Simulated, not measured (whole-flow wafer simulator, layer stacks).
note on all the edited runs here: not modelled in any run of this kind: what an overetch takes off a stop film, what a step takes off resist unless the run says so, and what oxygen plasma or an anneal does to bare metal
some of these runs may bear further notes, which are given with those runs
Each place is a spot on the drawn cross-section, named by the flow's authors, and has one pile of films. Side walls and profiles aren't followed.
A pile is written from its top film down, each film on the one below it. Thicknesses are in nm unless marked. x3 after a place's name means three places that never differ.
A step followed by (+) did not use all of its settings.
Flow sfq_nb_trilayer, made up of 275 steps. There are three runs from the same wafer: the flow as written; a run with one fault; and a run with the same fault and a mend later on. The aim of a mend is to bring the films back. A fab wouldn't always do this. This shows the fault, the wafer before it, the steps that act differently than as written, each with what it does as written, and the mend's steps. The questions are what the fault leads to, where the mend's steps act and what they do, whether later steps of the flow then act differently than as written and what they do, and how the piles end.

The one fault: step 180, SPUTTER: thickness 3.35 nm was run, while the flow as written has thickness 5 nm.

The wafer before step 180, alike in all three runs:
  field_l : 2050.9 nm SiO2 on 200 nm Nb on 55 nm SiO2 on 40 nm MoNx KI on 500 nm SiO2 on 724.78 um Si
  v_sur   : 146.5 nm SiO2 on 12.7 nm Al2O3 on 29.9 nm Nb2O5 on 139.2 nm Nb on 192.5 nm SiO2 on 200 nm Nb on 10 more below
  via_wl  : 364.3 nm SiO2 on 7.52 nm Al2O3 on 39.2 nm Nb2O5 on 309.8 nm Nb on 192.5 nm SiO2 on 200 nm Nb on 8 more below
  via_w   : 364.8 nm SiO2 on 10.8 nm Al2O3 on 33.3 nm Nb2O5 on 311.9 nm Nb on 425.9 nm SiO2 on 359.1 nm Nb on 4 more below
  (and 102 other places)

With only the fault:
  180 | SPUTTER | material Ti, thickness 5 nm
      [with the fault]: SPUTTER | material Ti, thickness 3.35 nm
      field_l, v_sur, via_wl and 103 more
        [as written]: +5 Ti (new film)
        [with the fault]: +3.35 Ti (new film)
  Later steps of the flow acting differently than as written (not shown: 20 more steps that differ only slightly, by at most 2% or 0.5 nm, whichever is larger):
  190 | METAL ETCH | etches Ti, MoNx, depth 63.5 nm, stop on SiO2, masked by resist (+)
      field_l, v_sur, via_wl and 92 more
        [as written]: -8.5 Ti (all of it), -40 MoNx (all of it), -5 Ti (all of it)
        [with the fault]: -8.5 Ti (all of it), -40 MoNx (all of it), -3.35 Ti (all of it)
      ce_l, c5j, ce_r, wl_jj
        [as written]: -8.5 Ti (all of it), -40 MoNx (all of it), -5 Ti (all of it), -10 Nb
        [with the fault]: -8.5 Ti (all of it), -40 MoNx (all of it), -3.35 Ti (all of it), -11.7 Nb
  At be_r, r_sur, res, r_end, r5r_line_l, r5r_line_c, r5r_line_r, the piles at the end differ from the flow's by more than 2% or 0.5 nm, whichever is larger.
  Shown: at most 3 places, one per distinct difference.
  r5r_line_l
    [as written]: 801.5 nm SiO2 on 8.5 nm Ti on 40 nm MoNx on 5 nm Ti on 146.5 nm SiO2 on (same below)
    [with the fault]: 803.1 nm SiO2 on 8.5 nm Ti on 40 nm MoNx on 3.35 nm Ti on 146.5 nm SiO2 on (same below)
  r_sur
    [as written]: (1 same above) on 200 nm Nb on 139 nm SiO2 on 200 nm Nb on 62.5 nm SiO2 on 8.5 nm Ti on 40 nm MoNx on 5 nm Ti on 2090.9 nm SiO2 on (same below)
    [with the fault]: (1 same above) on 200 nm Nb on 140.7 nm SiO2 on 200 nm Nb on 62.5 nm SiO2 on 8.5 nm Ti on 40 nm MoNx on 3.35 nm Ti on 2090.9 nm SiO2 on (same below)
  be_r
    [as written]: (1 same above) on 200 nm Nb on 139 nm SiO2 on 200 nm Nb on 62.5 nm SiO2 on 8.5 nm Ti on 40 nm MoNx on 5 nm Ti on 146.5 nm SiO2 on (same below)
    [with the fault]: (1 same above) on 200 nm Nb on 140.7 nm SiO2 on 200 nm Nb on 62.5 nm SiO2 on 8.5 nm Ti on 40 nm MoNx on 3.35 nm Ti on 146.5 nm SiO2 on (same below)

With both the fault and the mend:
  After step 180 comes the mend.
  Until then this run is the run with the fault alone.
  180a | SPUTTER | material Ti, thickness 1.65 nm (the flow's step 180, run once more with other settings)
      field_l, v_sur, via_wl and 103 more
        +1.65 Ti
  None of the later steps of the flow acts differently than as written at any place that is followed.
  The piles end the same as the flow's at every place that both follow.
